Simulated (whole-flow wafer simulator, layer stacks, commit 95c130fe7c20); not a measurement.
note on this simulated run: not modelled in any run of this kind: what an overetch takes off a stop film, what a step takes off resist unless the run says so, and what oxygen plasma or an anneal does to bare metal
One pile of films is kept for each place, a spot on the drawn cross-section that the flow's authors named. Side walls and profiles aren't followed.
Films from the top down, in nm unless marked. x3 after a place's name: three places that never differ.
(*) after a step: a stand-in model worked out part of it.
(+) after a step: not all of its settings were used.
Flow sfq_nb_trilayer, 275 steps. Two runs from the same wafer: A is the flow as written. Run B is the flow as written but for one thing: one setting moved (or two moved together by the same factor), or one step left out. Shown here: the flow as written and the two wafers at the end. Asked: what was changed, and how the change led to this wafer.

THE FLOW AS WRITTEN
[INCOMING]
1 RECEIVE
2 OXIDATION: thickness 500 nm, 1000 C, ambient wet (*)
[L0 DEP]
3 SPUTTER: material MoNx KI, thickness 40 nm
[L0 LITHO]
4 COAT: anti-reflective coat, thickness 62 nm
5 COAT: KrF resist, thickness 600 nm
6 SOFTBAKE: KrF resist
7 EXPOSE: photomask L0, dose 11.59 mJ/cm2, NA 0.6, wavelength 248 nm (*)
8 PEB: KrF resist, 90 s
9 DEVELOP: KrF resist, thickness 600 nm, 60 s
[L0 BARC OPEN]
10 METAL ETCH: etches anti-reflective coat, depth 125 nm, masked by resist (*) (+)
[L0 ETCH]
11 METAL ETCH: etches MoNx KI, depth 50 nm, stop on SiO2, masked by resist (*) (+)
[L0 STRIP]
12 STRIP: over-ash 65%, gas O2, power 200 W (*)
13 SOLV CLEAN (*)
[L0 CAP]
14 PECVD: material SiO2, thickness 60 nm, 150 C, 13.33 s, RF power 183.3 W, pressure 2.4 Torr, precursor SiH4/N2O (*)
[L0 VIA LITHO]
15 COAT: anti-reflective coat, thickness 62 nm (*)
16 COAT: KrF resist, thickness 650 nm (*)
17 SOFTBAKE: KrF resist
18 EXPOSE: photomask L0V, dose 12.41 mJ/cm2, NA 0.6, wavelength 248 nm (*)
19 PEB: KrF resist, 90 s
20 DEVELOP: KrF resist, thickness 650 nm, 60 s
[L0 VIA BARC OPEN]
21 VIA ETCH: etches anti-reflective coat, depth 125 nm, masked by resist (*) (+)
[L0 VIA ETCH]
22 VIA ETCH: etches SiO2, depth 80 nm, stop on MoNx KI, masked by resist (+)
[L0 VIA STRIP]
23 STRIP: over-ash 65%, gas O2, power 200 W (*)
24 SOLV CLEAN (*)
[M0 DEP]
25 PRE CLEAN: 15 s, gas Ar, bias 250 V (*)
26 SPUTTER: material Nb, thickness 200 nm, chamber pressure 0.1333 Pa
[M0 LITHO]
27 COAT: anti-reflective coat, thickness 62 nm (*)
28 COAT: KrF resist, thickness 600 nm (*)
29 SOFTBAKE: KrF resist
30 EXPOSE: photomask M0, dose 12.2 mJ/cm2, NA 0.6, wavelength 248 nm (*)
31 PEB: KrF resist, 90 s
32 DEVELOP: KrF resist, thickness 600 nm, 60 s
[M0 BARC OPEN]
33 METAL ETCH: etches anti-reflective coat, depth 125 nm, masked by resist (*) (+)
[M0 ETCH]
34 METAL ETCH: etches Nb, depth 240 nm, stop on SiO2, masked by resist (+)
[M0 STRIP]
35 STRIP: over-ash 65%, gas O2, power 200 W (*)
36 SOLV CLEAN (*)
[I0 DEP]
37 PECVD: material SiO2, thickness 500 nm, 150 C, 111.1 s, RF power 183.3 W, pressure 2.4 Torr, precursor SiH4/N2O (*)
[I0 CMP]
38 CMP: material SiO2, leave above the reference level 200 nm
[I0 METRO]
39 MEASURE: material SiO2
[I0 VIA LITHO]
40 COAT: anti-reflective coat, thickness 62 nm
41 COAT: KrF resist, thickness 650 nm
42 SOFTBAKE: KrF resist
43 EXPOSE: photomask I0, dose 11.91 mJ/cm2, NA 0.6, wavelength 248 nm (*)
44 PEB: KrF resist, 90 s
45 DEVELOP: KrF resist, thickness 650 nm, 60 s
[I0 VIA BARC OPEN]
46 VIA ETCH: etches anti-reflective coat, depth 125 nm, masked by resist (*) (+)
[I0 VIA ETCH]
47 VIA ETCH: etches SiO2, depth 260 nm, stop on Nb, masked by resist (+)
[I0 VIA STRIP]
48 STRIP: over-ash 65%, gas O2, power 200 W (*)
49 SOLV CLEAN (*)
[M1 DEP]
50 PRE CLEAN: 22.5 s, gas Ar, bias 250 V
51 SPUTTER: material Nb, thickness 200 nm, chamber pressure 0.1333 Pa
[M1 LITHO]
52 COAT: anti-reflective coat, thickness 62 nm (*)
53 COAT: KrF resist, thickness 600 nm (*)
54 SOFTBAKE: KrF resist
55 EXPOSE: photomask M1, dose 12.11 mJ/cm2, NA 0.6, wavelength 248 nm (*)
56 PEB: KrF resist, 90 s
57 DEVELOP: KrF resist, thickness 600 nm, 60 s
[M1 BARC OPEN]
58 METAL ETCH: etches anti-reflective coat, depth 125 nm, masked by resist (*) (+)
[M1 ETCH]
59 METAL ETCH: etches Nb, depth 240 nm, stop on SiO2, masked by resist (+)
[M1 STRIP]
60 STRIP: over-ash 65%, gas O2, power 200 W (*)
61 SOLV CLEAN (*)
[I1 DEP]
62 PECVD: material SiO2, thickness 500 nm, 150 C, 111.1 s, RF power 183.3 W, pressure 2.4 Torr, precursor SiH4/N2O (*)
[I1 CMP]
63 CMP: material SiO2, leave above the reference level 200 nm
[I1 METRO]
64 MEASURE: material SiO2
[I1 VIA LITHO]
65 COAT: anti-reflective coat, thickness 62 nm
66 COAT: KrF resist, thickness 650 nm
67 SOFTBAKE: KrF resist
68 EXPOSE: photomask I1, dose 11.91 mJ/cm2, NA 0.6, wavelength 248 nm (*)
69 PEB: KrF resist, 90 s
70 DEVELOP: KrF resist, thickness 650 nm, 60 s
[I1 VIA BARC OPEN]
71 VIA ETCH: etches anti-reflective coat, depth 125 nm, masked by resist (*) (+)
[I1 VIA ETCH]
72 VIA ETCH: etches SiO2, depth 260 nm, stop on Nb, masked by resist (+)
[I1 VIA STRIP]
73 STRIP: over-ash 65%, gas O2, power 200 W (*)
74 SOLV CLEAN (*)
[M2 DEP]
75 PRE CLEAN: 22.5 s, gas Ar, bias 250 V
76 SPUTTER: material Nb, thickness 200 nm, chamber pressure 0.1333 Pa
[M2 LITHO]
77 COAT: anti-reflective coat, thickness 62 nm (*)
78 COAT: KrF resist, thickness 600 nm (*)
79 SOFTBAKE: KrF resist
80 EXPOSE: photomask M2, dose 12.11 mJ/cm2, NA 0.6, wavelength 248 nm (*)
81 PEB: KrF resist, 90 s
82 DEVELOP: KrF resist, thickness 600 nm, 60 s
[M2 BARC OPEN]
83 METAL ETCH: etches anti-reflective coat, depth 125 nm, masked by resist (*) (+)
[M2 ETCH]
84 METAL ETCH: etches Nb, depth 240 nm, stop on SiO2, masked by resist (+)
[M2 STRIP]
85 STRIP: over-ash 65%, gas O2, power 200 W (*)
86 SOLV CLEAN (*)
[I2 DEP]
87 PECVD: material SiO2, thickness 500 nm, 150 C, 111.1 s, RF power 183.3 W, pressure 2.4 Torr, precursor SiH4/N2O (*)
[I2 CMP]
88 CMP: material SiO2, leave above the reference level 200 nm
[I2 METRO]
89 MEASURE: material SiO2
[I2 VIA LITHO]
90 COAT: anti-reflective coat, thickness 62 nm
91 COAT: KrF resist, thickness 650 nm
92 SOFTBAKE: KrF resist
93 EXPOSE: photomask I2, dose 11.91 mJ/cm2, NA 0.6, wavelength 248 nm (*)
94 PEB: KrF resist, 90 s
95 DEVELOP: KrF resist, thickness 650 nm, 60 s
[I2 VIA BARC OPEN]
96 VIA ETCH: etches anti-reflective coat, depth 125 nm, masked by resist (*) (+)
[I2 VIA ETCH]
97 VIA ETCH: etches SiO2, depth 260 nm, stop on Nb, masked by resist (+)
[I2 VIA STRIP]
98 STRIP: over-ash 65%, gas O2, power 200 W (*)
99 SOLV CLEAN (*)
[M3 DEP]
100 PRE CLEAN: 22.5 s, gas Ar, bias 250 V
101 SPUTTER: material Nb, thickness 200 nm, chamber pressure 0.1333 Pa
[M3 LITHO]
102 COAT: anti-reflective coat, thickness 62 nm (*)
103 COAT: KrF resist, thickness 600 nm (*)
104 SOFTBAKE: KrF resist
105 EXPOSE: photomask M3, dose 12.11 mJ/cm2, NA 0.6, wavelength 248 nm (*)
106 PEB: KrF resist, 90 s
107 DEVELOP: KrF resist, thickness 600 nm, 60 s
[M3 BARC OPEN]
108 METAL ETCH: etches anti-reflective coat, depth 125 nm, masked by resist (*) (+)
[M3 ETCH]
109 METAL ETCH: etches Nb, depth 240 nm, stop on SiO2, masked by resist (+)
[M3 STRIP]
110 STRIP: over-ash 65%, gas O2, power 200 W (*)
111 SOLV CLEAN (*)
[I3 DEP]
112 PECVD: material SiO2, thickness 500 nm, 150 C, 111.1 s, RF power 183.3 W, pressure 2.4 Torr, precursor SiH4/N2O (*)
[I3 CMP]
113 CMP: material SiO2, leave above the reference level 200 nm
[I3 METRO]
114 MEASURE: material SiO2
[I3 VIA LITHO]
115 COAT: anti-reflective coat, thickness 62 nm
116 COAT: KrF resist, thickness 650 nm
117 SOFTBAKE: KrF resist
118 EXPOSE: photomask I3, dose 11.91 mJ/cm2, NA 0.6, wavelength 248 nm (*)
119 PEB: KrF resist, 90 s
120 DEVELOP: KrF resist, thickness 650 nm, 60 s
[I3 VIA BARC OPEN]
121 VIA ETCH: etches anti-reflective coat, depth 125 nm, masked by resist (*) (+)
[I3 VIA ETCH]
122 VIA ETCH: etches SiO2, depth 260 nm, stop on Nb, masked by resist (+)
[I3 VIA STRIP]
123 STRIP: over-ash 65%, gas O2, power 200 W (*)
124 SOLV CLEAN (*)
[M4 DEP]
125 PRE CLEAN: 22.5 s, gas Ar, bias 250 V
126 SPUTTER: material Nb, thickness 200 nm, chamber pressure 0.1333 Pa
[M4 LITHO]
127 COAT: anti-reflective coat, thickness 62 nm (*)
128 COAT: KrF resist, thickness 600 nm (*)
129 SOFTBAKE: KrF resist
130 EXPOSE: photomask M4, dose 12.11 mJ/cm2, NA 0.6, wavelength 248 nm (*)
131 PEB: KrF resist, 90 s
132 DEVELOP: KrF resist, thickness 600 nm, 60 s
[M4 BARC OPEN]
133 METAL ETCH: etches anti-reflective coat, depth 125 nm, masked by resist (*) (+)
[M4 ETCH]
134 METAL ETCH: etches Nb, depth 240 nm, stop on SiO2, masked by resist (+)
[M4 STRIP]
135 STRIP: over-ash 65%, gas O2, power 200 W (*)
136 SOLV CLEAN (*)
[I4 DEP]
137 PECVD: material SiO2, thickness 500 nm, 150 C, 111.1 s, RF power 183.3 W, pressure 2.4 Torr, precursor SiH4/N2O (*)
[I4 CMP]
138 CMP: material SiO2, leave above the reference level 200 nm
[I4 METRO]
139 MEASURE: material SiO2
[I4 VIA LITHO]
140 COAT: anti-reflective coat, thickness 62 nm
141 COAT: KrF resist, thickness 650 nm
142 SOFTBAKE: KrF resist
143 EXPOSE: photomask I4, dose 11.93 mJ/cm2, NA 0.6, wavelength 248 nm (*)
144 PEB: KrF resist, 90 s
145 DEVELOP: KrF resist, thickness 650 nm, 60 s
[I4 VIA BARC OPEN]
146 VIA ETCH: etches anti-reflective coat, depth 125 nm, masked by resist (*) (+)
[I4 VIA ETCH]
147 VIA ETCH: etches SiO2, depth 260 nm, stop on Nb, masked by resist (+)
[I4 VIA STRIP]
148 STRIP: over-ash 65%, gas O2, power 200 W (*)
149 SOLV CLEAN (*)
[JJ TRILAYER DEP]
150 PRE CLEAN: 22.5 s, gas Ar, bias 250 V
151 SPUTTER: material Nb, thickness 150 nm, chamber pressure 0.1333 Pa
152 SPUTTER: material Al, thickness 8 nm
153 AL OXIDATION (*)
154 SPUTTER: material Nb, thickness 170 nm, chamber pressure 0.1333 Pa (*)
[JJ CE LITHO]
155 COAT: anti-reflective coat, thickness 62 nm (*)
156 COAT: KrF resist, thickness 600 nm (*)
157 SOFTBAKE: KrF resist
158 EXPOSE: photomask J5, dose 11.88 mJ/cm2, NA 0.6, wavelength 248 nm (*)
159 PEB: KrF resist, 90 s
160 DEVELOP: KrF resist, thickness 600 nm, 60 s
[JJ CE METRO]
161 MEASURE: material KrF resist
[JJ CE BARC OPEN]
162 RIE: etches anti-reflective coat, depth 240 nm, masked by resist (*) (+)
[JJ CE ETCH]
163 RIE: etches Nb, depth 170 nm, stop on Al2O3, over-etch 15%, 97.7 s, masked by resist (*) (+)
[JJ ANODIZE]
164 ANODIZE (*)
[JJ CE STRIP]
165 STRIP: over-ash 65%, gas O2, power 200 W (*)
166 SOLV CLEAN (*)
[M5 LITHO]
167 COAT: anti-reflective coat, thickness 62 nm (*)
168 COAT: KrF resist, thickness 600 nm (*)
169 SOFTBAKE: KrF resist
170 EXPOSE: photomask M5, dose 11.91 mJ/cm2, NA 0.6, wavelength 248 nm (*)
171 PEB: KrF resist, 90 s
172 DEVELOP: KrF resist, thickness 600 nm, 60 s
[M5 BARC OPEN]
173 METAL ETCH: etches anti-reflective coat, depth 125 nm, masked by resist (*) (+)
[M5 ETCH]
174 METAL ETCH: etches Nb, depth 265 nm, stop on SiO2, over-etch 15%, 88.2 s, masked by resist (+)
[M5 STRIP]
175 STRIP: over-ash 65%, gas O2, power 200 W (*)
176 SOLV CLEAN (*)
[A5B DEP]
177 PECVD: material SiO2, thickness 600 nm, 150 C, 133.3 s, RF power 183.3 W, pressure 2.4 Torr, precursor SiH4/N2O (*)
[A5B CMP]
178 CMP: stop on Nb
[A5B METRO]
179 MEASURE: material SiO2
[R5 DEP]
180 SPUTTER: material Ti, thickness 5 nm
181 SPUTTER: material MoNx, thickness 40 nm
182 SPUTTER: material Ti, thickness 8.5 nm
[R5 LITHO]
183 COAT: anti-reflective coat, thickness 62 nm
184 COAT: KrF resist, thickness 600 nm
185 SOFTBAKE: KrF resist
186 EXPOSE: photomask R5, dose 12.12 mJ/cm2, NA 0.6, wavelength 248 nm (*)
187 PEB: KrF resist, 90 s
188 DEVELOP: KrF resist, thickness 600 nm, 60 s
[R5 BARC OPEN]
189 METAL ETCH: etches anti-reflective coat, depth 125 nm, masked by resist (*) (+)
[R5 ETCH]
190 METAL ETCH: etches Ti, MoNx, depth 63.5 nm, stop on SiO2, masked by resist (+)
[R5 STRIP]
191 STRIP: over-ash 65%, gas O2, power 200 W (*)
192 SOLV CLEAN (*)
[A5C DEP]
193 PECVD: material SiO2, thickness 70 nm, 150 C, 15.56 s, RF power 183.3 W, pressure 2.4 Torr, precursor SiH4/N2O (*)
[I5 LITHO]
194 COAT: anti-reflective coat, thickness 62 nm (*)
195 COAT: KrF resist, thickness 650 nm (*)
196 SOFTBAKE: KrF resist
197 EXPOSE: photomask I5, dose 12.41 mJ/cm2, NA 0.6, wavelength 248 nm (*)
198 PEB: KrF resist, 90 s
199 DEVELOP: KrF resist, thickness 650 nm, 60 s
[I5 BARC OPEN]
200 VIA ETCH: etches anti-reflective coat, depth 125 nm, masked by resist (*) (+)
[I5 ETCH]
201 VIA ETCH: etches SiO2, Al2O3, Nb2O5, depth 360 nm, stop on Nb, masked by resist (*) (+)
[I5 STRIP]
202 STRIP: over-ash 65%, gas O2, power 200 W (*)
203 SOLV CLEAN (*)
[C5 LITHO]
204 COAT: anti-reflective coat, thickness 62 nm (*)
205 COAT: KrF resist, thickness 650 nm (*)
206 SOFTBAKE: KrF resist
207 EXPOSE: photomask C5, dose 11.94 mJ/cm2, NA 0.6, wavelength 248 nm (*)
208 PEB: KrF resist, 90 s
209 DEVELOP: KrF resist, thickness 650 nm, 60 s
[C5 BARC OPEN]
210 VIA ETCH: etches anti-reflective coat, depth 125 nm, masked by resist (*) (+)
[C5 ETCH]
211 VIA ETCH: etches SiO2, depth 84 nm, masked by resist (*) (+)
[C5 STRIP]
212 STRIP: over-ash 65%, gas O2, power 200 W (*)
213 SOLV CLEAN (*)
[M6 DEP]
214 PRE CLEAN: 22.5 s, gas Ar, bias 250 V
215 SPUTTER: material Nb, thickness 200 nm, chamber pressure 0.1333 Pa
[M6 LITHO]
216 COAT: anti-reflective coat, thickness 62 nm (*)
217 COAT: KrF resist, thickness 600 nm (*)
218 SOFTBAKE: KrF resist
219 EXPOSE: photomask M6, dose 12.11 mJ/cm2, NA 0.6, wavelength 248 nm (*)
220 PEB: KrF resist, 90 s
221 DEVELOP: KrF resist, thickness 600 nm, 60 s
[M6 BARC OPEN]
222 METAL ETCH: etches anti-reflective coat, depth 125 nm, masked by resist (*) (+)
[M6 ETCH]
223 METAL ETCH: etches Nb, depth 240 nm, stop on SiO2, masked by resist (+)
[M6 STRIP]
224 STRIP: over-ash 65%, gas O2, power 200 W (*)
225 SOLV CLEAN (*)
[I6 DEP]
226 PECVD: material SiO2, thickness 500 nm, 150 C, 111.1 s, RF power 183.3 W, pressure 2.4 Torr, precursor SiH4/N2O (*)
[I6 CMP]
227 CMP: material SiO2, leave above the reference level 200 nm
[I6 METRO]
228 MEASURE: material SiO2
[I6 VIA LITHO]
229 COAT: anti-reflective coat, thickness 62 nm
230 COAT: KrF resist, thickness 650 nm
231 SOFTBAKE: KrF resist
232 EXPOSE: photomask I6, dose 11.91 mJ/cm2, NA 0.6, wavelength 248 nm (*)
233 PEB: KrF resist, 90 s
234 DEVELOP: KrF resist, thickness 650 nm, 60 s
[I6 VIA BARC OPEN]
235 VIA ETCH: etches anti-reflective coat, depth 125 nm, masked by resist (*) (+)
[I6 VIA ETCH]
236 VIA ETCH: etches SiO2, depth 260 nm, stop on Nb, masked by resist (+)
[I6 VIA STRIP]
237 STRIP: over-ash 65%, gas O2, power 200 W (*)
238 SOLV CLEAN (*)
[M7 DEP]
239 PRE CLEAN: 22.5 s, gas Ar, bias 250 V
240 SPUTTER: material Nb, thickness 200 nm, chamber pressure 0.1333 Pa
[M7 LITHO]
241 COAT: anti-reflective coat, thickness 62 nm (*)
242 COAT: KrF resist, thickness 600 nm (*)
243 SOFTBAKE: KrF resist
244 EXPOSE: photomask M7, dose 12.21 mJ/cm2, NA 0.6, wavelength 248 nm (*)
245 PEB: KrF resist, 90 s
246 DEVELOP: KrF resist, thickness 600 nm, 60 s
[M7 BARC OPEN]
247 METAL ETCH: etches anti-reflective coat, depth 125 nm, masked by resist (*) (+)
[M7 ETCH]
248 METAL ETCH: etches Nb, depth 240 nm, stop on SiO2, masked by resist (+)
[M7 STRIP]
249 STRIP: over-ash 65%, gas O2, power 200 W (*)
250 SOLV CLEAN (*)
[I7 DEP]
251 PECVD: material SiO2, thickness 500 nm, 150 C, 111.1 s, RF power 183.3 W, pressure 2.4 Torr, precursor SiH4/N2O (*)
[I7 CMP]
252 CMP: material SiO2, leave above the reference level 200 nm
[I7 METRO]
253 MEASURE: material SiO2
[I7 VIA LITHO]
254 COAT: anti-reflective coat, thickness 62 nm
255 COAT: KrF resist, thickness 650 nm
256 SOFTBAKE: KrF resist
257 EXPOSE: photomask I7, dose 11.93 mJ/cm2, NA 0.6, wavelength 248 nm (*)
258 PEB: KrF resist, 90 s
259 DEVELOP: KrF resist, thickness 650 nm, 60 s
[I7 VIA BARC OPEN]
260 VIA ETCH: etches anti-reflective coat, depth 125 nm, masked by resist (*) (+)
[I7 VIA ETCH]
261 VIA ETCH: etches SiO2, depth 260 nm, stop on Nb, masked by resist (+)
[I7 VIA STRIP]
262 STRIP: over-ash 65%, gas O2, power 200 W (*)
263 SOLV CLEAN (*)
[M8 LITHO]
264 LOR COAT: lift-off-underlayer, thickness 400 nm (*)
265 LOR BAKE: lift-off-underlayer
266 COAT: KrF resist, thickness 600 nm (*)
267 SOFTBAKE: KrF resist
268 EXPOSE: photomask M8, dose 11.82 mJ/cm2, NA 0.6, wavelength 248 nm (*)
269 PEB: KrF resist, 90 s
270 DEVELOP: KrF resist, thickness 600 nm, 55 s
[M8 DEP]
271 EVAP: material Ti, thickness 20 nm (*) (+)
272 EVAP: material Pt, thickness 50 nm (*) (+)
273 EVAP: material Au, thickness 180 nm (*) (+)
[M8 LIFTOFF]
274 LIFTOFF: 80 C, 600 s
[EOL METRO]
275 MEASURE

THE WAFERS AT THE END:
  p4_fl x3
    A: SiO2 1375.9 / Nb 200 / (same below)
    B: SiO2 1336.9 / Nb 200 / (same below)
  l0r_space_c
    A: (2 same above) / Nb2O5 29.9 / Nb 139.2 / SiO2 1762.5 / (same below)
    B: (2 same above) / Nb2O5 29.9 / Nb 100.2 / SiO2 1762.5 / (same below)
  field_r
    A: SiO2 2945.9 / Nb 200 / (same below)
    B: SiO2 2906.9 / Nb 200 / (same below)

The cause: step 151, SPUTTER: thickness 111 nm was run, where the flow has thickness 150 nm.

How the change led to this, step by step:
  151 SPUTTER: material Nb, thickness 150 nm, chamber pressure 0.1333 Pa
      field_l, v_sur, via_sp and 100 more: A Nb +150 (new film) | B Nb +111 (new film)
      via_wl, via_wr: A Nb +130.4 | B Nb +80
      (and at 1 more place)
  154 SPUTTER: material Nb, thickness 170 nm, chamber pressure 0.1333 Pa (*)
      via_w: A Nb +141 (new film) | B Nb +144.1 (new film)
  155 COAT: anti-reflective coat, thickness 62 nm (*)
      via_wl, via_wr: A anti-reflective coat +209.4 (new film) | B anti-reflective coat +238 (new film)
      via_w: A anti-reflective coat +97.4 (new film) | B anti-reflective coat +101 (new film)
  156 COAT: KrF resist, thickness 600 nm (*)
      via_wl: A KrF resist +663 (new film) | B KrF resist +649.7 (new film)
      via_wr: A KrF resist +663.2 (new film) | B KrF resist +649.9 (new film)
  160 DEVELOP: KrF resist, thickness 600 nm, 60 s
      via_wl: A KrF resist -661.6 (all of it) | B KrF resist -648.3 (all of it)
  162 RIE: etches anti-reflective coat, depth 240 nm, masked by resist (*) (+)
      ce_l, c5j, ce_r, wl_jj: A KrF resist -209.4 | B KrF resist -238
      via_wl, via_wr: A anti-reflective coat -209.4 (all of it) | B anti-reflective coat -238 (all of it)
      (and at 1 more place)
  163 RIE: etches Nb, depth 170 nm, stop on Al2O3, over-etch 15%, 97.7 s, masked by resist (*) (+)
      via_w: A Nb -141 (all of it), Al2O3 -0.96 (all of it) | B Nb -144.1 (all of it), Al2O3 -0.96 (all of it)
  165 STRIP: over-ash 65%, gas O2, power 200 W (*)
      c5j, ce_r: A KrF resist -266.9 (all of it), anti-reflective coat -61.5 (all of it) | B KrF resist -238.4 (all of it), anti-reflective coat -61.5 (all of it)
      ce_l: A KrF resist -266.8 (all of it), anti-reflective coat -61.4 (all of it) | B KrF resist -238.3 (all of it), anti-reflective coat -61.5 (all of it)
      (and at 1 more place)
  167 COAT: anti-reflective coat, thickness 62 nm (*)
      via_wl: A anti-reflective coat +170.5 (new film) | B anti-reflective coat +180.8 (new film)
      via_w: A anti-reflective coat +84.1 (new film) | B anti-reflective coat +78.7 (new film)
      (and at 1 more place)
  174 METAL ETCH: etches Nb, depth 265 nm, stop on SiO2, over-etch 15%, 88.2 s, masked by resist (+)
      field_l, r_sur, res and 50 more: A Al2O3 -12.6 (all of it), Nb2O5 -29.9 (all of it), Nb -139.2 (all of it), SiO2 -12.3 | B Al2O3 -12.6 (all of it), Nb2O5 -29.9 (all of it), Nb -100.2 (all of it), SiO2 -16.2
  175 STRIP: over-ash 65%, gas O2, power 200 W (*)
      via_wl: A KrF resist -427 (all of it), anti-reflective coat -170.5 (all of it) | B KrF resist -429.5 (all of it), anti-reflective coat -180.8 (all of it)
      via_w: A KrF resist -503.5 (all of it), anti-reflective coat -84.1 (all of it) | B KrF resist -498.2 (all of it), anti-reflective coat -78.7 (all of it)
      (and at 1 more place)
  177 PECVD: material SiO2, thickness 600 nm, 150 C, 133.3 s, RF power 183.3 W, pressure 2.4 Torr, precursor SiH4/N2O (*)
      via_wl, via_wr: A SiO2 +600 (new film) | B SiO2 +618.9 (new film)
  178 CMP: stop on Nb
      field_l, p4_fl x3, p4_w1 x9 and 29 more: A SiO2 -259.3 | B SiO2 -294.4
      r_sur, res, r_end, moat, field_r, lsp_l: A SiO2 -252.3 | B SiO2 -294.4
      (and at 8 more places)
